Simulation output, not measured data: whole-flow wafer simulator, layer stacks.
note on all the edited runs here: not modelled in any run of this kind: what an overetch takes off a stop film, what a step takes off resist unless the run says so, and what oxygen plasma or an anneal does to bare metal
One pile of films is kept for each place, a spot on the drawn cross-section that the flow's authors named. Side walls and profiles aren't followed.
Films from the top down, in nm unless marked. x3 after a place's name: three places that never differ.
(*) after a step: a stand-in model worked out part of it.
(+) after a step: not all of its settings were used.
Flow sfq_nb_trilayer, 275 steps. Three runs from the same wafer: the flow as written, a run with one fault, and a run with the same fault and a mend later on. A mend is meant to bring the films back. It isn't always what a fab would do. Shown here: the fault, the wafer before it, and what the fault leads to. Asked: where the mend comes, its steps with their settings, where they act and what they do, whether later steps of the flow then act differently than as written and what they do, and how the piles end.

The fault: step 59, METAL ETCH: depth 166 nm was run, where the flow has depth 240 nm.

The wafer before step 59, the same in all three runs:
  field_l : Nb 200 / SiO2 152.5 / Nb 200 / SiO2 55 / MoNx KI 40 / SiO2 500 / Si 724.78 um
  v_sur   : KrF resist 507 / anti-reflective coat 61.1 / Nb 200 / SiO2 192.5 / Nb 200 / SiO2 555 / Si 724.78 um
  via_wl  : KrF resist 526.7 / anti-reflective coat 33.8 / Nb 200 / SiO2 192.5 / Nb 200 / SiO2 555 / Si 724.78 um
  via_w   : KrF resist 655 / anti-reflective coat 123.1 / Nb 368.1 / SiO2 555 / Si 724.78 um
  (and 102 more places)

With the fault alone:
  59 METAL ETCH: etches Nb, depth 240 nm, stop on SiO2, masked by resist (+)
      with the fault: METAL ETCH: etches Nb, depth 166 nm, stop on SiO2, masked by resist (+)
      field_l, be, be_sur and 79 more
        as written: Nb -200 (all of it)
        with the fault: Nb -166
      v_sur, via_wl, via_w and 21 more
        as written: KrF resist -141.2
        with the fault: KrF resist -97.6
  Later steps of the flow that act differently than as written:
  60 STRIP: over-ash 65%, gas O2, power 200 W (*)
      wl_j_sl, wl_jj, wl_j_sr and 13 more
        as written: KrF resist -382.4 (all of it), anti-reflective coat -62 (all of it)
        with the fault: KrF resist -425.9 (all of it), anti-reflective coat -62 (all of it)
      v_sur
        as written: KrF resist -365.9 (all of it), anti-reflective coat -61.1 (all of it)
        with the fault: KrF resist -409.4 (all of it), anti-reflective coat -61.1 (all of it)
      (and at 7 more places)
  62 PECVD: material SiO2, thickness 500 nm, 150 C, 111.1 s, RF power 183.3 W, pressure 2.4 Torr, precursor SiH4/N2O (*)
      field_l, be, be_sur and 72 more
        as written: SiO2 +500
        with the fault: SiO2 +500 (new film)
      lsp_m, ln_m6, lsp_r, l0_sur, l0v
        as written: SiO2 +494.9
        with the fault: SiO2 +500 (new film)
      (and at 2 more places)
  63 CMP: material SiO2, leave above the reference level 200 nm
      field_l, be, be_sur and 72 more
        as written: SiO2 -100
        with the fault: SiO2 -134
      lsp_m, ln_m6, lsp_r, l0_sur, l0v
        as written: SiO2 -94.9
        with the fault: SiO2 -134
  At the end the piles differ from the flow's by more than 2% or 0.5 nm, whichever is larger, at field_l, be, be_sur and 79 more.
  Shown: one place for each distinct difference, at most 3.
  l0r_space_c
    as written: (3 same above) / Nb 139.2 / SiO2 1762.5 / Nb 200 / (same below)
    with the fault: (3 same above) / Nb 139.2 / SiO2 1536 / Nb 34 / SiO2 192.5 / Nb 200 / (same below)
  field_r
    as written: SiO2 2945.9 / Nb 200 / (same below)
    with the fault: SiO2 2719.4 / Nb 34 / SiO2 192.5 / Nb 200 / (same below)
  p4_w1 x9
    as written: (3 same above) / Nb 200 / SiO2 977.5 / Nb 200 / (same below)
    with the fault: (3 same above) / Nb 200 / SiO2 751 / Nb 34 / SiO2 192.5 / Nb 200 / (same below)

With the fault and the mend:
  The mend comes after step 59.
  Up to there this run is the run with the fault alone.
  59a METAL ETCH: etches Nb, depth 74 nm, stop on SiO2, masked by resist (+) (the flow's step 59 once more, with other settings)
      field_l, be, be_sur and 79 more
        Nb -34 (all of it)
      v_sur, via_wl, via_w and 21 more
        KrF resist -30
  Later steps of the flow that act differently than as written:
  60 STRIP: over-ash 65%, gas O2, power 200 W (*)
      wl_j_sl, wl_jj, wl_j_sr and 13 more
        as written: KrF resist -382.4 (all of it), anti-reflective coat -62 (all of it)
        with the mend: KrF resist -395.9 (all of it), anti-reflective coat -62 (all of it)
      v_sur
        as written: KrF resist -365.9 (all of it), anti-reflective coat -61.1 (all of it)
        with the mend: KrF resist -379.4 (all of it), anti-reflective coat -61.1 (all of it)
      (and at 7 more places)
  At the end the piles are the same as the flow's at every place that both follow.
